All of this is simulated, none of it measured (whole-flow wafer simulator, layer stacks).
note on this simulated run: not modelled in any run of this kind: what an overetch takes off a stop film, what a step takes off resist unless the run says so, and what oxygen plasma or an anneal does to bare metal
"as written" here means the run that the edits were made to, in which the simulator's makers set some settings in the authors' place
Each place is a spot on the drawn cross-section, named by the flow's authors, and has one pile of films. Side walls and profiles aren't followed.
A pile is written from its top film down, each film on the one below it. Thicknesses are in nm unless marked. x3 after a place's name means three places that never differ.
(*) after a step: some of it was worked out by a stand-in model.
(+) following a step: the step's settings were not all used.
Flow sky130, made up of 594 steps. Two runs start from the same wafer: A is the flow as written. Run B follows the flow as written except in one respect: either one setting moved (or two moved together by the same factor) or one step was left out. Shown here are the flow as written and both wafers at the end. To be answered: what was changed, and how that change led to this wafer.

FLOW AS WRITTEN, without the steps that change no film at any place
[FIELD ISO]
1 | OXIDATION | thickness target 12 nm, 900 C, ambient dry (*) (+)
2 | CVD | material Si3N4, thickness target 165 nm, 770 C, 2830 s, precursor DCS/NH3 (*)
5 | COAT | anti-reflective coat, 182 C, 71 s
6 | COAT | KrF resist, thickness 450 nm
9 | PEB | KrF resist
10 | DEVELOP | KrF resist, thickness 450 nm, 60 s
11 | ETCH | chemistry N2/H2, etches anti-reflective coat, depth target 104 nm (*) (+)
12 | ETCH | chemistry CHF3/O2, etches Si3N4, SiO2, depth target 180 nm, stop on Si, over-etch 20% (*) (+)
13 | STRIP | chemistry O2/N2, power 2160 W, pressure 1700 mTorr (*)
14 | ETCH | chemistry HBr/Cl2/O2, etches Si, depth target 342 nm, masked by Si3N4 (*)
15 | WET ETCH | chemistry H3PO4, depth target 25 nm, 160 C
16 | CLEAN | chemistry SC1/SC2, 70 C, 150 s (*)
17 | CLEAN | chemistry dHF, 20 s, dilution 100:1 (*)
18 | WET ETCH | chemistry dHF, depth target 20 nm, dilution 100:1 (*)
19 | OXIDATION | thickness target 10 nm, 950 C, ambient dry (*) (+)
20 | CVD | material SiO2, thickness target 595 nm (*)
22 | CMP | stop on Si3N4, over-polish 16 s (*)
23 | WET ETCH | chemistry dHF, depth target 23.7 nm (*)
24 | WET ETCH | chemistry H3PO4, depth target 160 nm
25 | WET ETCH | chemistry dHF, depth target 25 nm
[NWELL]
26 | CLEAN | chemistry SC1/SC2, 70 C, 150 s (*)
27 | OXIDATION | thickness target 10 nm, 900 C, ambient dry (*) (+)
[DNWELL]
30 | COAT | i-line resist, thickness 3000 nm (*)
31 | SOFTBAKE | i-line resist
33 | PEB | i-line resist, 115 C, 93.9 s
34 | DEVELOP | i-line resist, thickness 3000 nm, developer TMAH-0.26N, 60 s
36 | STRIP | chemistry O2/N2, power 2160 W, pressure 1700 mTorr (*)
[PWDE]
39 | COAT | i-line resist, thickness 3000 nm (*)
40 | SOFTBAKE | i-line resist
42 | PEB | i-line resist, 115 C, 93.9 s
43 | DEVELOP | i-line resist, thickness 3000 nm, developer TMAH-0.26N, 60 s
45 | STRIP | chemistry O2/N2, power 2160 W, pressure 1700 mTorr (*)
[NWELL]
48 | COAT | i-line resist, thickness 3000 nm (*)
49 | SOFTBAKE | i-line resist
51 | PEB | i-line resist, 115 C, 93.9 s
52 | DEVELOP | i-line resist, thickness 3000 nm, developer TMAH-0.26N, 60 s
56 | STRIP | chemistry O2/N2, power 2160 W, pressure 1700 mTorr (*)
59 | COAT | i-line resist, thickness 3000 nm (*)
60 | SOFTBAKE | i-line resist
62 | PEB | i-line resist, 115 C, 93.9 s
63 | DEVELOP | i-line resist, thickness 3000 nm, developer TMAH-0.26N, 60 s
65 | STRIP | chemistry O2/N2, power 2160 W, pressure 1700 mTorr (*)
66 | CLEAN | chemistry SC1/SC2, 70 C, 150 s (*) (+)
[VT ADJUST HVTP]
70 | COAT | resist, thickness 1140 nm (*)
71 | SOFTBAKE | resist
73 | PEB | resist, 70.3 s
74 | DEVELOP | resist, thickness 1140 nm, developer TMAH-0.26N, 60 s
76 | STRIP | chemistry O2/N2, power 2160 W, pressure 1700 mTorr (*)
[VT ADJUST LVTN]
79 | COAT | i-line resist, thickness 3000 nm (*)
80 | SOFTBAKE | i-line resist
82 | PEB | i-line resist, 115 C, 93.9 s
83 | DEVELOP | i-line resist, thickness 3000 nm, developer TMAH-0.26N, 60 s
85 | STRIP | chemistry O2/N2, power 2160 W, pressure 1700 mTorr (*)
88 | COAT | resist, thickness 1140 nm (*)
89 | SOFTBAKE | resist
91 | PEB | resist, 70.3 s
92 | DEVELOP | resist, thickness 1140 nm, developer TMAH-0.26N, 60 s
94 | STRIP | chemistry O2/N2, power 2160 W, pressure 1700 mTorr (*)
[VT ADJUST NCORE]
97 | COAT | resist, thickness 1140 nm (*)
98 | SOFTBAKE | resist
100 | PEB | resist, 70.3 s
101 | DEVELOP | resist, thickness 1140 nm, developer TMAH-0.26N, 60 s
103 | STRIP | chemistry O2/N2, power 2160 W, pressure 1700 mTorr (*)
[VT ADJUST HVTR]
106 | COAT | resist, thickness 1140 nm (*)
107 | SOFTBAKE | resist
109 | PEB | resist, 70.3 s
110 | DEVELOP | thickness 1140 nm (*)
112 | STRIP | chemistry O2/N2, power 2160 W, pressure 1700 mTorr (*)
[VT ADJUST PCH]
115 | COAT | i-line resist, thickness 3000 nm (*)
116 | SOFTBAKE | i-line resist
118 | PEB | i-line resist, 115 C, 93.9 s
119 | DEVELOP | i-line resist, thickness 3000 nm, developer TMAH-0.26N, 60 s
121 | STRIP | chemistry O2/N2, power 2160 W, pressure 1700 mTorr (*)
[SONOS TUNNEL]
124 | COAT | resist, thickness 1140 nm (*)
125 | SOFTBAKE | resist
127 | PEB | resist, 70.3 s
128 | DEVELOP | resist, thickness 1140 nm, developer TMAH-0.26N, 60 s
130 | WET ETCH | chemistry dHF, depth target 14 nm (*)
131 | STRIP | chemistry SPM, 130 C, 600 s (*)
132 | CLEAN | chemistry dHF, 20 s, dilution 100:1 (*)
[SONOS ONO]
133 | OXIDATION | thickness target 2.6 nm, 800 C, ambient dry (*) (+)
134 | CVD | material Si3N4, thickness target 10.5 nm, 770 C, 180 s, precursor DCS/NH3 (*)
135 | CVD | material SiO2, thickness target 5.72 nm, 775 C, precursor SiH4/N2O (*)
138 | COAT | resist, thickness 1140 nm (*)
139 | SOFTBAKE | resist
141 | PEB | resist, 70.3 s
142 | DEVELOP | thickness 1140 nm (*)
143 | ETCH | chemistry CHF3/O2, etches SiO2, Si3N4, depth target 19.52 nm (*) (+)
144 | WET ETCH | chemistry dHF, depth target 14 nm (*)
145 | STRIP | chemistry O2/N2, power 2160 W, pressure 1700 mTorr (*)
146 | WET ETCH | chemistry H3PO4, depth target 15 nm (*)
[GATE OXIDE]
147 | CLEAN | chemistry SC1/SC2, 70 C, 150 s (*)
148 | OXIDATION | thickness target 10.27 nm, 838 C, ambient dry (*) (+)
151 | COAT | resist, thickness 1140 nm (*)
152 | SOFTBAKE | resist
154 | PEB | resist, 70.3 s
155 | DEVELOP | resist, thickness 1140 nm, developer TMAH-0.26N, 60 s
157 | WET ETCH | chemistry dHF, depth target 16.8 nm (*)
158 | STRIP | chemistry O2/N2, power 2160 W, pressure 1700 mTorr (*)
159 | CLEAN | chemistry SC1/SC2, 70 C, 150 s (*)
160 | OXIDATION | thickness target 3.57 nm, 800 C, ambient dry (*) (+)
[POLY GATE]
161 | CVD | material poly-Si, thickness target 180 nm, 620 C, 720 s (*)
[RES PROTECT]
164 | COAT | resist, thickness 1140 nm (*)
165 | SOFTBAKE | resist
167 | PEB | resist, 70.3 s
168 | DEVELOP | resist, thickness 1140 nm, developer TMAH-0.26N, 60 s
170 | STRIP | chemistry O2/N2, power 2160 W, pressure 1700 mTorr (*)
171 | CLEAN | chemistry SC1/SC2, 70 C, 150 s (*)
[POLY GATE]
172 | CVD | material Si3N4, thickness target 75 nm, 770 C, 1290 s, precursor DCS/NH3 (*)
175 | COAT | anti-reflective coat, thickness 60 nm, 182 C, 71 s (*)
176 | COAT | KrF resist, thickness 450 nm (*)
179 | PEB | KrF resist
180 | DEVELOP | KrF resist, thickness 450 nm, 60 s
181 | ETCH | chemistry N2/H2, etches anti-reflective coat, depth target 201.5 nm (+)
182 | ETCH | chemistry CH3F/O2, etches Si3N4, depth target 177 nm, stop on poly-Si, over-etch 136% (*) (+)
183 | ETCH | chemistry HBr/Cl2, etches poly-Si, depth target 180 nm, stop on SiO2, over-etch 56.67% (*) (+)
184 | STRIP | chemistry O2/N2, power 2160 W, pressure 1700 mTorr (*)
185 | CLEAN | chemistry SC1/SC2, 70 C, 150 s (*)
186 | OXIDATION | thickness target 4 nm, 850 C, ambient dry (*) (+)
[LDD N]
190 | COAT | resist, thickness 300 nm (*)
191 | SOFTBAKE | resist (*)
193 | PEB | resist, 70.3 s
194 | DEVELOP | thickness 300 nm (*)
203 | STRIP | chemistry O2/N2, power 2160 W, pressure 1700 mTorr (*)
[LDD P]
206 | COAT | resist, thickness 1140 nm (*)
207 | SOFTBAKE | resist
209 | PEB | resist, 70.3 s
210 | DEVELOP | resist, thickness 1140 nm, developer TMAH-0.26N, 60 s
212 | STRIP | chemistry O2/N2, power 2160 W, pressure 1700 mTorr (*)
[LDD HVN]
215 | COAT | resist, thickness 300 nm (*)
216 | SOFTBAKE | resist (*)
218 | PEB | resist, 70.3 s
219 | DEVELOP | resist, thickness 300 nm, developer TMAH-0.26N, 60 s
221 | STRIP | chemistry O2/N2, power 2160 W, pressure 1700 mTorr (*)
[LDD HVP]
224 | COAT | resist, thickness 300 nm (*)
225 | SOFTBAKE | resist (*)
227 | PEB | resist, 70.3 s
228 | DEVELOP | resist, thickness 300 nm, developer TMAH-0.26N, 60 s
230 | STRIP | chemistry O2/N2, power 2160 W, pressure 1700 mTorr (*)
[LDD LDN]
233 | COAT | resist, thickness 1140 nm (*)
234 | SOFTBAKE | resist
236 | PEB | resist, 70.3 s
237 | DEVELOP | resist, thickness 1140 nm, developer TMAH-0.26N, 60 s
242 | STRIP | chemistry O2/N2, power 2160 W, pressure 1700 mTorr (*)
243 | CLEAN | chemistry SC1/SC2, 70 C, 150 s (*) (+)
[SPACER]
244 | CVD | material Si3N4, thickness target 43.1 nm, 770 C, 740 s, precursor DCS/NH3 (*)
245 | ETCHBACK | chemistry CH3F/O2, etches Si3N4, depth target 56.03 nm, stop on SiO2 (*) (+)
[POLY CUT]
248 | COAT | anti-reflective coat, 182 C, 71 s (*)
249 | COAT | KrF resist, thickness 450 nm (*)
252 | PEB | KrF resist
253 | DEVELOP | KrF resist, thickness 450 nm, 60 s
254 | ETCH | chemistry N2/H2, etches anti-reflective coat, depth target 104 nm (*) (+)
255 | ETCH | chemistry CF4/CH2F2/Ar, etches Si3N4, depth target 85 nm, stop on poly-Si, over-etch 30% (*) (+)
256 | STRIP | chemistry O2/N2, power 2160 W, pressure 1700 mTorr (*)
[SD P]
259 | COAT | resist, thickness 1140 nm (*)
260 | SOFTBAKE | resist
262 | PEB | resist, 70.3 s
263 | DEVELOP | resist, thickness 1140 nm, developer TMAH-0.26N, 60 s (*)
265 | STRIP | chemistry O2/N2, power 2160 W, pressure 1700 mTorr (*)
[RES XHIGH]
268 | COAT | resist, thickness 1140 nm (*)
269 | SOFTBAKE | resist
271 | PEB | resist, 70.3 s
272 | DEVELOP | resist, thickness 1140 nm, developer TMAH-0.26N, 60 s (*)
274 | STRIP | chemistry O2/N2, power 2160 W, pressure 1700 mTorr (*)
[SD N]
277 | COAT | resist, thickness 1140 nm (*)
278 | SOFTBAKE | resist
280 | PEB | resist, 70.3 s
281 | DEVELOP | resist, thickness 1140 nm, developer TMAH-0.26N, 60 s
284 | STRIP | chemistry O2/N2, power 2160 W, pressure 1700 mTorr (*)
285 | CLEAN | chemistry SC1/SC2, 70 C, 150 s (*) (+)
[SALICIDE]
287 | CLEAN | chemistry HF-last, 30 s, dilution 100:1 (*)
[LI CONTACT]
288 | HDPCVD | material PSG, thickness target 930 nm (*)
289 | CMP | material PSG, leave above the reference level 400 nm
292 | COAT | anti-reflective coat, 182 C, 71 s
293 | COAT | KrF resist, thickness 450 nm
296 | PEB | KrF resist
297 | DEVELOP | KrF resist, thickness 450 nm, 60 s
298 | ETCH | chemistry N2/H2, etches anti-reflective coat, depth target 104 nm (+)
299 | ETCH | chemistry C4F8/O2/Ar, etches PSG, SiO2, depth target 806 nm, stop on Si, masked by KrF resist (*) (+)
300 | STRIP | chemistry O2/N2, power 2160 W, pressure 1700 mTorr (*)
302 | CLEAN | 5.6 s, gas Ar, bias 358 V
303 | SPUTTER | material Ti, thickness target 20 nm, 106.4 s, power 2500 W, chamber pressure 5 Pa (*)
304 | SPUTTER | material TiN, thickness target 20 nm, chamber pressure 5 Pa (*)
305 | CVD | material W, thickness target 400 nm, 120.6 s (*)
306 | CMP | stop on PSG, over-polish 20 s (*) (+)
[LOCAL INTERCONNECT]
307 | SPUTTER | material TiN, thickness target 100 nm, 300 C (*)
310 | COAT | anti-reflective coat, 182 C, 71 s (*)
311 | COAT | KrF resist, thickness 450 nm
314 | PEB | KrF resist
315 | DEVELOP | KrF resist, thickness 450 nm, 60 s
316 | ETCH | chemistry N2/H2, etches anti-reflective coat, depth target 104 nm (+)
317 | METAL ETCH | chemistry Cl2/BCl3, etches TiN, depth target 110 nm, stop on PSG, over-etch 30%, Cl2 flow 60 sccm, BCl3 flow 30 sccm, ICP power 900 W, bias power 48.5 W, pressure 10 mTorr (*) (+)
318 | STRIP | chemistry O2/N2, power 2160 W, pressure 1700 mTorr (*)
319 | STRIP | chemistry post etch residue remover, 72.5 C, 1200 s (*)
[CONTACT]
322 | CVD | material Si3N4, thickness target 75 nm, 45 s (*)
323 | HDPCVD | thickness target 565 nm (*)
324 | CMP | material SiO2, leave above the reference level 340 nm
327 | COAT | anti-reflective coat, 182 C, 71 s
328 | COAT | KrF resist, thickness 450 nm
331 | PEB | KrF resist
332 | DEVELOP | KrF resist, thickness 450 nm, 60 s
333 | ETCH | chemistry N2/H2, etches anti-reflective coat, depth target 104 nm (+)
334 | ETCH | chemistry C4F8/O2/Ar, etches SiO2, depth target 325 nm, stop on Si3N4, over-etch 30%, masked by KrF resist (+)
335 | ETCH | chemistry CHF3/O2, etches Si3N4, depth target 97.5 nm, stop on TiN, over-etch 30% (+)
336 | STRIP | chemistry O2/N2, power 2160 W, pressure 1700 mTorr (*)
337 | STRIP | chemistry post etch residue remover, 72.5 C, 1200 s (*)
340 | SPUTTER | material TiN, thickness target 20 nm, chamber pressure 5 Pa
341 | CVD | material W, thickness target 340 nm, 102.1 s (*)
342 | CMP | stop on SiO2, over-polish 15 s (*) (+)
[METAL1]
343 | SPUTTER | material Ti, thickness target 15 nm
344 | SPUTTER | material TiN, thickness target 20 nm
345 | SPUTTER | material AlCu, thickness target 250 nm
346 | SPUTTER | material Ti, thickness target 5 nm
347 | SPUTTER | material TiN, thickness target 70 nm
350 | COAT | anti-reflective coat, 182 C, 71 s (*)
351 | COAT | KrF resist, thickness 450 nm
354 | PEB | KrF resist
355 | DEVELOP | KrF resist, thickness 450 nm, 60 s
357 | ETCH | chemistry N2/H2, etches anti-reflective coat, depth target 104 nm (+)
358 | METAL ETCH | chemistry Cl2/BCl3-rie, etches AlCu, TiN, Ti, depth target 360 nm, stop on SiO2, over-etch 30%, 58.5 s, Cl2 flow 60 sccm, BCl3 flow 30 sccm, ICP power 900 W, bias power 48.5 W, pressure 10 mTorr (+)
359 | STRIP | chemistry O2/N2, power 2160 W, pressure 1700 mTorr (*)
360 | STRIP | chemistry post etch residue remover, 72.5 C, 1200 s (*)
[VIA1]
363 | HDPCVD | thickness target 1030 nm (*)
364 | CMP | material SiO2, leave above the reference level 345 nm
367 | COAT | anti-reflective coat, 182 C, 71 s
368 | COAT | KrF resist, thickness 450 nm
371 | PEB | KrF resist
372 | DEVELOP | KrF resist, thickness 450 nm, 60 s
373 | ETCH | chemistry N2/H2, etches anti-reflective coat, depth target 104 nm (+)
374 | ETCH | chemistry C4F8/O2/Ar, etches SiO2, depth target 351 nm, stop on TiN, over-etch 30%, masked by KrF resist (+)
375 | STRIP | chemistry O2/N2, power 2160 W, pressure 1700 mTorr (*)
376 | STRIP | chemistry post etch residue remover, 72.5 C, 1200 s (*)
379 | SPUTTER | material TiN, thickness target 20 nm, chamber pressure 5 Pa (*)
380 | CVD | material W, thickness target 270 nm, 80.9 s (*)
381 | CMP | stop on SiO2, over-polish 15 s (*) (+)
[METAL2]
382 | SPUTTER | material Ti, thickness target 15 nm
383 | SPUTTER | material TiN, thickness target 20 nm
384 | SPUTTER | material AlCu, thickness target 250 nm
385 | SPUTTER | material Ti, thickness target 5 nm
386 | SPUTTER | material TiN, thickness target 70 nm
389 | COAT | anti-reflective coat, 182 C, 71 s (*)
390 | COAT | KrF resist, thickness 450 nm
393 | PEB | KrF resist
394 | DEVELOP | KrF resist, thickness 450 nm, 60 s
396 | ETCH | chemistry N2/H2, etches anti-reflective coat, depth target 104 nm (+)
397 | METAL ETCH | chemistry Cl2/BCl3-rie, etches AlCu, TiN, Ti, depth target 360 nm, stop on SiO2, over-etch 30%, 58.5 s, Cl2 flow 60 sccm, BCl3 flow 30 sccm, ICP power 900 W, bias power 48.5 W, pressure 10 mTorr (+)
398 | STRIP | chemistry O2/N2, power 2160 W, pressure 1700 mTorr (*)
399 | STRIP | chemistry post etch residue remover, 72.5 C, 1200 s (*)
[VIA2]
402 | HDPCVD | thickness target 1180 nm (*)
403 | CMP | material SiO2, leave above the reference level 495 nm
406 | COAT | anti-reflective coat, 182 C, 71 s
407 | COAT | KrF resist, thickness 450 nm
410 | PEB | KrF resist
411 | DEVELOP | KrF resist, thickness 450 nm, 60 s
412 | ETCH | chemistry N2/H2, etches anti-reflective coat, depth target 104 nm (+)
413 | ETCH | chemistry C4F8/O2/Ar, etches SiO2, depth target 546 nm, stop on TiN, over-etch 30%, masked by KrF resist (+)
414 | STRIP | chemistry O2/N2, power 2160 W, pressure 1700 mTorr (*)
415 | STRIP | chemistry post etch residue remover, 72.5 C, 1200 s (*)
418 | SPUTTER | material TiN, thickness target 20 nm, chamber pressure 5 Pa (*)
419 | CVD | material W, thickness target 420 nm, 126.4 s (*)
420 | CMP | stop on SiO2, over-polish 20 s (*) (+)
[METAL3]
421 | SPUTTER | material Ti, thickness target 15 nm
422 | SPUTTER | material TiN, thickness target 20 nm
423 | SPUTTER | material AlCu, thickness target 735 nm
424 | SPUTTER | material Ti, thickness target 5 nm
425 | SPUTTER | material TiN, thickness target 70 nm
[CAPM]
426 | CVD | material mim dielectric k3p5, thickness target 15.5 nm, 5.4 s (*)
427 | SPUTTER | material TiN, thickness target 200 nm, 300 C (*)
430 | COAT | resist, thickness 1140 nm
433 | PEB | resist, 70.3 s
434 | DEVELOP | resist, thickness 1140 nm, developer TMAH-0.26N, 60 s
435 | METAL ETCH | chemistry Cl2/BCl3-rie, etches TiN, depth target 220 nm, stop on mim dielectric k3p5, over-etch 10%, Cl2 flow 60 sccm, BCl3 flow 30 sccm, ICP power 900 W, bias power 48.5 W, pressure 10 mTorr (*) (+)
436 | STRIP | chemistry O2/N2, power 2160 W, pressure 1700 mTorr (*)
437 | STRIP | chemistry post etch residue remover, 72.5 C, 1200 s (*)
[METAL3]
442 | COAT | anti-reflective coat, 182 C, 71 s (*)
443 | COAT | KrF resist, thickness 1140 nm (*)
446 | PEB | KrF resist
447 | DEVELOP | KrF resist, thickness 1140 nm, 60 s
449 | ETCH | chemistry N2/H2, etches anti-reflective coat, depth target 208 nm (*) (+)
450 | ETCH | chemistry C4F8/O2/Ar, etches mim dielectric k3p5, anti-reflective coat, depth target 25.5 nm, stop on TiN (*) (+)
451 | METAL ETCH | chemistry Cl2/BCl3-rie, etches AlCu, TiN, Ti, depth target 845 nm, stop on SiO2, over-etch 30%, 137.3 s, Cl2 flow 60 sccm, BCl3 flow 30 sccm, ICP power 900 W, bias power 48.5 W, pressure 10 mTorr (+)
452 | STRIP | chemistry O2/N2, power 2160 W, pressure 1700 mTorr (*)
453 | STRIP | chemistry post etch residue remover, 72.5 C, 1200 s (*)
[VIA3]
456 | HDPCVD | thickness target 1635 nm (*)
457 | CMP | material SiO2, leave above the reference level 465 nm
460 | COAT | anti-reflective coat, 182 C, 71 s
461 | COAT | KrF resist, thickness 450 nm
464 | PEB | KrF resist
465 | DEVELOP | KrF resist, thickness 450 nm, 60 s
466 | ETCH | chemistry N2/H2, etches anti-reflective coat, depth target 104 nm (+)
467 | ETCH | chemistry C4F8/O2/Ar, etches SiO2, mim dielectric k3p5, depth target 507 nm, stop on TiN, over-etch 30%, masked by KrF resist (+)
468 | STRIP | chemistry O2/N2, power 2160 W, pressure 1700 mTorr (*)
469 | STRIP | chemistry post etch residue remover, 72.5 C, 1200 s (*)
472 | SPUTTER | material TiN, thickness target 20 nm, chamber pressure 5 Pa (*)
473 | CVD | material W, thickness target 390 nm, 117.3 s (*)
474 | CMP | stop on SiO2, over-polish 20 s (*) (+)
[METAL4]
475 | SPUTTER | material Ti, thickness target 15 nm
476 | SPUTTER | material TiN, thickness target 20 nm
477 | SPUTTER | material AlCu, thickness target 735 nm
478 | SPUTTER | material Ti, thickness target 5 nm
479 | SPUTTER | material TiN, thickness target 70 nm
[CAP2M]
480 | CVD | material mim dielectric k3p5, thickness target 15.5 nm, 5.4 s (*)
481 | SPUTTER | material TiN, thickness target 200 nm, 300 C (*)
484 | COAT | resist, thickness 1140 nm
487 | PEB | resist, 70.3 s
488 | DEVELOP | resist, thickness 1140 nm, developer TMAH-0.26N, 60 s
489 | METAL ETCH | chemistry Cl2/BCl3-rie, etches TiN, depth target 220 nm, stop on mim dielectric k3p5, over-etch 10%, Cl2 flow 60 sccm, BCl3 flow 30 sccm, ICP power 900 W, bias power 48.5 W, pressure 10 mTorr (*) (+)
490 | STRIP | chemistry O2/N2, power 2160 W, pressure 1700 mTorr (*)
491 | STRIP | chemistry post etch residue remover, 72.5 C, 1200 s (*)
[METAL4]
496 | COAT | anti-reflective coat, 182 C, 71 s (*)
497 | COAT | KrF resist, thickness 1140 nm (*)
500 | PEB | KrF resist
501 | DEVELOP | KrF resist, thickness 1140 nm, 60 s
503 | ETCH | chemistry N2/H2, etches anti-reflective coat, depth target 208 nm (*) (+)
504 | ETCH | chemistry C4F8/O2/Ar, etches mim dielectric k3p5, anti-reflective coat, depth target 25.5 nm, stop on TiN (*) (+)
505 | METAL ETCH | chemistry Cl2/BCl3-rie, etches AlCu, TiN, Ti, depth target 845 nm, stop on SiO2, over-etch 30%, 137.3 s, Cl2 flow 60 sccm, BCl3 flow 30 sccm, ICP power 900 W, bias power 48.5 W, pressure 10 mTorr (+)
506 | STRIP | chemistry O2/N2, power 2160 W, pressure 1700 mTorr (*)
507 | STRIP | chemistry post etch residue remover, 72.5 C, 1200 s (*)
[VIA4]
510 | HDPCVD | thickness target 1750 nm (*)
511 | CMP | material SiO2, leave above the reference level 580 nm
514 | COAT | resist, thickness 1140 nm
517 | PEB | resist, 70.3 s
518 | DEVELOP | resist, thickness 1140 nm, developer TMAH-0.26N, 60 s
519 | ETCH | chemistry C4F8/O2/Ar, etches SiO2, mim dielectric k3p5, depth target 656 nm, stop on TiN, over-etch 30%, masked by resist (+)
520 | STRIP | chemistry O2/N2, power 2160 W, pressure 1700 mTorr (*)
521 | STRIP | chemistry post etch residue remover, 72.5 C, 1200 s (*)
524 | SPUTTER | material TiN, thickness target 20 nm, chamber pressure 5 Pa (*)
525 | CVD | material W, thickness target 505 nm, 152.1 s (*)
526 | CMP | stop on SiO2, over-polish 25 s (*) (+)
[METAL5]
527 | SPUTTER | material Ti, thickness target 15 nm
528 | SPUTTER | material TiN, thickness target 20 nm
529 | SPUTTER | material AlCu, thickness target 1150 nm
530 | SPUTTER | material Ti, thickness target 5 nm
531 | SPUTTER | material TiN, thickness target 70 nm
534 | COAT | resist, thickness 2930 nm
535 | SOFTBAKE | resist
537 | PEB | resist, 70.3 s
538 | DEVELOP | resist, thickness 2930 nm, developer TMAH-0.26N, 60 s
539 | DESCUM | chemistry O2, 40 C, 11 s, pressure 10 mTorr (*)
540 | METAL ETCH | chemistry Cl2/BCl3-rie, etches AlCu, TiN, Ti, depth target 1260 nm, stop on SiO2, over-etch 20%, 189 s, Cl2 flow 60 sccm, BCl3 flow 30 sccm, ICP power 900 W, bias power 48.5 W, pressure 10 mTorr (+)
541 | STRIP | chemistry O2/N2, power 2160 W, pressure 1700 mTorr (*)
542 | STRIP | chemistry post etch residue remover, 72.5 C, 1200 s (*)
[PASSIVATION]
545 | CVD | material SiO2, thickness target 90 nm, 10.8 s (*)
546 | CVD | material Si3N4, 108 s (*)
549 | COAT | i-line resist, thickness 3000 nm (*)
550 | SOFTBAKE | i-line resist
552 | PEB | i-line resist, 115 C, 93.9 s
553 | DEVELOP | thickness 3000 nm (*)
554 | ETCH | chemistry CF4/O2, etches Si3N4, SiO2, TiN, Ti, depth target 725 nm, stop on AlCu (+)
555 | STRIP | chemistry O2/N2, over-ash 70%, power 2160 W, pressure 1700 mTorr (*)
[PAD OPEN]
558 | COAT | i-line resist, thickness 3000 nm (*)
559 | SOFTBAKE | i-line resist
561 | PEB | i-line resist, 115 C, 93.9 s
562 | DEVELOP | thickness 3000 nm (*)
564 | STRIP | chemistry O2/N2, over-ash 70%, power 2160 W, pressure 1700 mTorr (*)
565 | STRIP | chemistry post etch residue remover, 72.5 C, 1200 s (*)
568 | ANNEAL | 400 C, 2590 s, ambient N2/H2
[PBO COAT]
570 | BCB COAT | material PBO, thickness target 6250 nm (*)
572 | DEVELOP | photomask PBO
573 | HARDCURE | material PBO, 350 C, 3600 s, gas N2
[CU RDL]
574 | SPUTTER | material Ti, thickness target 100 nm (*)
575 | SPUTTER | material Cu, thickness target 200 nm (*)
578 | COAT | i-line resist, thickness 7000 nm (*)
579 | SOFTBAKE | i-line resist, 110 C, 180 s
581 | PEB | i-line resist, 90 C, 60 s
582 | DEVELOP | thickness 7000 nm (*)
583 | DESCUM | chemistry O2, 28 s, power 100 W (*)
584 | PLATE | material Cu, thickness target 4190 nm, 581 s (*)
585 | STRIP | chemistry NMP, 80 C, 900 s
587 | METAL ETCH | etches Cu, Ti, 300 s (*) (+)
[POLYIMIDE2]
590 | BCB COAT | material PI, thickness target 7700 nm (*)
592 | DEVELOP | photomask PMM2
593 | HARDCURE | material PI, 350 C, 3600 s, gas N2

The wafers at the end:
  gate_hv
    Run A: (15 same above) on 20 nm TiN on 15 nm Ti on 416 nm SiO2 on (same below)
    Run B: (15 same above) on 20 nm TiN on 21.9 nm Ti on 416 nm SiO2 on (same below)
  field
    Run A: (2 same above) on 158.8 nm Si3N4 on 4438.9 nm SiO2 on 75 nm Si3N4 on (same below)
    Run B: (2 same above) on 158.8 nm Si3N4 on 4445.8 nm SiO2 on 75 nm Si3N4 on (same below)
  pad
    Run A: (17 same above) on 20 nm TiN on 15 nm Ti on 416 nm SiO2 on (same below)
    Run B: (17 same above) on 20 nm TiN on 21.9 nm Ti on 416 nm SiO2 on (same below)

The reason: step 421, SPUTTER: thickness target 21.9 nm was run, while the flow as written has thickness target 15 nm.
The wafer itself shows it: gate_hv has Ti 21.9, and step 421 as written asks for 15 nm.

How this came from the change, step by step:
  421 | SPUTTER | material Ti, thickness target 15 nm
      field, active, n_well and 188 more: A +15 Ti (new film) | B +21.9 Ti (new film)
  451 | METAL ETCH | chemistry Cl2/BCl3-rie, etches AlCu, TiN, Ti, depth target 845 nm, stop on SiO2, over-etch 30%, 137.3 s, Cl2 flow 60 sccm, BCl3 flow 30 sccm, ICP power 900 W, bias power 48.5 W, pressure 10 mTorr (+)
      field, gate, spacer and 68 more: A -70 TiN (all of it), -5 Ti (all of it), -735 AlCu (all of it), -20 TiN (all of it), -15 Ti (all of it), -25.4 SiO2 | B -70 TiN (all of it), -5 Ti (all of it), -735 AlCu (all of it), -20 TiN (all of it), -21.9 Ti (all of it), -24.7 SiO2
      active, vpp_ln, vpp_iso2 and 11 more: A -70 TiN (all of it), -5 Ti (all of it), -735 AlCu (all of it), -20 TiN (all of it), -15 Ti (all of it), -25.3 SiO2 | B -70 TiN (all of it), -5 Ti (all of it), -735 AlCu (all of it), -20 TiN (all of it), -21.9 Ti (all of it), -24.7 SiO2
